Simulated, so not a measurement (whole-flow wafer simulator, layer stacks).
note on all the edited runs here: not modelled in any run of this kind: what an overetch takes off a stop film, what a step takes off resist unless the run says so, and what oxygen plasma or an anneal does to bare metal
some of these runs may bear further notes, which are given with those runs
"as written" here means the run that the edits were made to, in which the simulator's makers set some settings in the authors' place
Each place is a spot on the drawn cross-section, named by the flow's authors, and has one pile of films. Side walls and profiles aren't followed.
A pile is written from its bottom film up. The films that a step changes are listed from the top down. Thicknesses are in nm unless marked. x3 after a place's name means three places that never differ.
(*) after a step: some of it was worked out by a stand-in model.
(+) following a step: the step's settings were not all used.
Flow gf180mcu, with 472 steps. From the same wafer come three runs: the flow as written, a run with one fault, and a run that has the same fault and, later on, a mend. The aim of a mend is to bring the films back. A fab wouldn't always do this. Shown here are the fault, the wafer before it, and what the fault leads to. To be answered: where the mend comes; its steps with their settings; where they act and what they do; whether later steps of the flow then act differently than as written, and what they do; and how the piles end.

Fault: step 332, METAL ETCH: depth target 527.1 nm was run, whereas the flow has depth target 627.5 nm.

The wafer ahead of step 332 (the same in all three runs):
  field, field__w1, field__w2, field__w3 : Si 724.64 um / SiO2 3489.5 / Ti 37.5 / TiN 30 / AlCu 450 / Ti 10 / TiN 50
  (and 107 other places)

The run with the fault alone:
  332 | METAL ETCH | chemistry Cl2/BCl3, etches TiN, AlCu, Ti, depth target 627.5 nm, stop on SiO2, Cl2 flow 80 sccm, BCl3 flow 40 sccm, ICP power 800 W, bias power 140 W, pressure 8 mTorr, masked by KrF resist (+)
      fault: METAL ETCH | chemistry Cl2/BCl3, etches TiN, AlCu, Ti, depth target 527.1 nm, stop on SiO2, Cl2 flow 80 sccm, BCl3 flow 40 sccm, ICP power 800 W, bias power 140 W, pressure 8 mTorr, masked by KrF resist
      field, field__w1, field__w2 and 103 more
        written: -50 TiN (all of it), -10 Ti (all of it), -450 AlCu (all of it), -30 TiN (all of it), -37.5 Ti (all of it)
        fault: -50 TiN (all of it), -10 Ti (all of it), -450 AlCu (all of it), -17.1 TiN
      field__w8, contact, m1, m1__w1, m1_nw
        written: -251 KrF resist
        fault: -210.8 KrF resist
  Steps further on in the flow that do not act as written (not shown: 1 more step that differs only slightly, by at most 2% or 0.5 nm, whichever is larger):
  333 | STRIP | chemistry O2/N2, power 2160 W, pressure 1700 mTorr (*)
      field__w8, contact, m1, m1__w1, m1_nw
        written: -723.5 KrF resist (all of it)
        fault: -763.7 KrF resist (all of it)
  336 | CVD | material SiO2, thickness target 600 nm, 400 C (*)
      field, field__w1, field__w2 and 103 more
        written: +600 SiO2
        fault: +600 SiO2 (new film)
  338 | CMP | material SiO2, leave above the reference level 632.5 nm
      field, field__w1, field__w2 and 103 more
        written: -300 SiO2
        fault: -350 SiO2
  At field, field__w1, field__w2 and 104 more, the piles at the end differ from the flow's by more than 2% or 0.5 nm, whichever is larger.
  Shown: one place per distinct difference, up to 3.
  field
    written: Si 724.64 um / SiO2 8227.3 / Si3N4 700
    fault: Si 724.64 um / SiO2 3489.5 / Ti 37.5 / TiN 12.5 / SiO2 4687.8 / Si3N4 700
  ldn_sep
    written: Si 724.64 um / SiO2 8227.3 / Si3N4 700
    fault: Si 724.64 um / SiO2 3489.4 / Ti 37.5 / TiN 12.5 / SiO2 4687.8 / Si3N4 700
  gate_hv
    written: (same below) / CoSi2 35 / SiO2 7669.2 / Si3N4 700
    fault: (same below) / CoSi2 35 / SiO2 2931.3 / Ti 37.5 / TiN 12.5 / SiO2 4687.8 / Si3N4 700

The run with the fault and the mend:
  The mend follows step 334.
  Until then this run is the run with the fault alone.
  334a | DEHYDRATE | 200 C, 60 s (the flow's step 325, run once more)
      leaves every film unchanged at each place that is followed
  334b | HMDS | 120 C, 60 s (the flow's step 326, run once more)
      leaves every film unchanged at each place that is followed
  334c | COAT | KrF resist, thickness 1000 nm (*) (the flow's step 327, run once more)
      iso_ptap_pw, iso_ntap_nw, iso_nw_fld and 33 more
        +1000 KrF resist (new film)
      field__w11, field__w13, p_well and 8 more
        +1003.4 KrF resist (new film)
      field_sub__w2, field_sub__w3, field_sub__w4 and 7 more
        +1003 KrF resist (new film)
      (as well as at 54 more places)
  334d | SOFTBAKE | KrF resist (the flow's step 328, run once more)
      leaves every film unchanged at each place that is followed
  334e | EXPOSE | photomask Metal3 (the flow's step 329, run once more)
      leaves every film unchanged at each place that is followed
  334f | PEB | KrF resist, 135 C, 90 s (the flow's step 330, run once more)
      field__w1, field__w2, field__w3 and 55 more
        -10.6 KrF resist
      iso_ptap_pw, iso_ntap_nw, iso_nw_fld and 33 more
        -10.5 KrF resist
      gate_hv, sd_p, nw_enc_fld_lv__w3, polyc_n, polyc_n_rim
        -10.7 KrF resist
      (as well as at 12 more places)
  334g | DEVELOP | thickness 1000 nm, 60 s (the flow's step 331, run once more)
      iso_ptap_pw, iso_ntap_nw, iso_nw_fld and 33 more
        -989.5 KrF resist (all of it)
      field__w11, field__w13, p_well and 8 more
        -992.8 KrF resist (all of it)
      field_sub, field_sub__w1, field_sub__w2 and 8 more
        -992.4 KrF resist (all of it)
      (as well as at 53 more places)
  334h | METAL ETCH | chemistry Cl2/BCl3, etches TiN, AlCu, Ti, depth target 100.4 nm, stop on SiO2, Cl2 flow 80 sccm, BCl3 flow 40 sccm, ICP power 800 W, bias power 140 W, pressure 8 mTorr, masked by KrF resist (+) (the flow's step 332, run once more with other settings)
      field, field__w1, field__w2 and 103 more
        -12.5 TiN (all of it), -37.5 Ti (all of it)
      field__w8, contact, m1, m1__w1, m1_nw
        -30 KrF resist
  334i | STRIP | chemistry O2/N2, power 2160 W, pressure 1700 mTorr (*) (the flow's step 333, run once more)
      field__w8
        -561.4 KrF resist (all of it)
      contact
        -559.3 KrF resist (all of it)
      m1
        -562.6 KrF resist (all of it)
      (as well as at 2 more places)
  334j | STRIP | chemistry post etch residue remover, 72.5 C, 1200 s (*) (the flow's step 334, run once more)
      field__w8, contact, m1, m1__w1, m1_nw
        -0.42 TiN
  Later steps of the flow that are run all act as written at every place that is followed, up to a difference of at most 2% or 0.5 nm, whichever is larger.
  The piles end only slightly different from the flow's at the places that both follow, by no more than 2% or 0.5 nm, whichever is larger.
